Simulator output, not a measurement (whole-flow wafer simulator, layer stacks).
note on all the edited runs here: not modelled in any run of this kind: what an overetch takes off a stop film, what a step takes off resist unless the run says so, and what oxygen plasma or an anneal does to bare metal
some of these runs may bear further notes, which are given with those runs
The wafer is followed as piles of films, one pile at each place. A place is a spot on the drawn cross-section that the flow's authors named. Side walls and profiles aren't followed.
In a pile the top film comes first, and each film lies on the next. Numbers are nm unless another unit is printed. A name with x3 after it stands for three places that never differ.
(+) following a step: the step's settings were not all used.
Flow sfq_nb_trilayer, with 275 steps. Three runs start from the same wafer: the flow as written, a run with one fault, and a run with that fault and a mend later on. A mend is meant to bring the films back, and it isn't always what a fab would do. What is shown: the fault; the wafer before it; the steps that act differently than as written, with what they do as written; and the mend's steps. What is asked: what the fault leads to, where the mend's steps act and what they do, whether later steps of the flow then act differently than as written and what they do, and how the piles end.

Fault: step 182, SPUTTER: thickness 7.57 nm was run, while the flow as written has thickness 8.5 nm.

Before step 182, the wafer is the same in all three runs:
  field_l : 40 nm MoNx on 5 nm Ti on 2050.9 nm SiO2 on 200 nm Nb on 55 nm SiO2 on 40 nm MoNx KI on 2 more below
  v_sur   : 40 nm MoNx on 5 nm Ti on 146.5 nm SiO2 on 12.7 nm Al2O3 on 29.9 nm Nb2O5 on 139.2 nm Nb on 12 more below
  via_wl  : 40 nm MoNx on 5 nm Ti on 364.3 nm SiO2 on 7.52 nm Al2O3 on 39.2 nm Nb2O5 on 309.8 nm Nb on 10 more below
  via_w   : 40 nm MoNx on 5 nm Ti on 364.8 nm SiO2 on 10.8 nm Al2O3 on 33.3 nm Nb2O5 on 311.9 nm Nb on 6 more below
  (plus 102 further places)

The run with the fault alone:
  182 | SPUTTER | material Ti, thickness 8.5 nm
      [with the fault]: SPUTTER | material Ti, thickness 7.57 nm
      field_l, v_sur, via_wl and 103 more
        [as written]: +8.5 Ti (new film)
        [with the fault]: +7.57 Ti (new film)
  Steps further on in the flow that do not act as written (18 more steps, not shown, differ only slightly: by at most 2% or 0.5 nm, whichever is larger):
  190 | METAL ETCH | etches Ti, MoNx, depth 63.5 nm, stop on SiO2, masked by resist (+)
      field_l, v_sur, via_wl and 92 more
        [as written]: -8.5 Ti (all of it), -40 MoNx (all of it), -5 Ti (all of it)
        [with the fault]: -7.57 Ti (all of it), -40 MoNx (all of it), -5 Ti (all of it)
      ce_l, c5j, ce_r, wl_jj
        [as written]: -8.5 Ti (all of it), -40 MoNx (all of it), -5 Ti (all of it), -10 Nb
        [with the fault]: -7.57 Ti (all of it), -40 MoNx (all of it), -5 Ti (all of it), -10.9 Nb
  The piles end different from the flow's at be_r, r_sur, res, r_end, r5r_line_l, r5r_line_c, r5r_line_r by more than 2% or 0.5 nm, whichever is larger.
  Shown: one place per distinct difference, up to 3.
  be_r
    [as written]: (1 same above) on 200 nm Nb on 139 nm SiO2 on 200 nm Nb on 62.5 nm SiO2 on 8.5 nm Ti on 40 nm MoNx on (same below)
    [with the fault]: (1 same above) on 200 nm Nb on 139.9 nm SiO2 on 200 nm Nb on 62.5 nm SiO2 on 7.57 nm Ti on 40 nm MoNx on (same below)
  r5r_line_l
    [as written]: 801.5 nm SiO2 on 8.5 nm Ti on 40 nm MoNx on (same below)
    [with the fault]: 802.4 nm SiO2 on 7.57 nm Ti on 40 nm MoNx on (same below)
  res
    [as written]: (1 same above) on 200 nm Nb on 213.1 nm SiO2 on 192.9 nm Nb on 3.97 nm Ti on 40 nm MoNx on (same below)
    [with the fault]: (1 same above) on 200 nm Nb on 214.1 nm SiO2 on 192.9 nm Nb on 3.04 nm Ti on 40 nm MoNx on (same below)

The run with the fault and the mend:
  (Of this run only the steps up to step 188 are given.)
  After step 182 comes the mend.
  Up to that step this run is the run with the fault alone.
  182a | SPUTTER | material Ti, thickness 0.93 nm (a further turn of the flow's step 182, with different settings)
      field_l, v_sur, via_wl and 103 more
        +0.93 Ti
  Later steps of the flow up to step 188 that are run all act as written at every place that is followed.
  The piles after step 188 are the same as the flow's at every place that both follow.
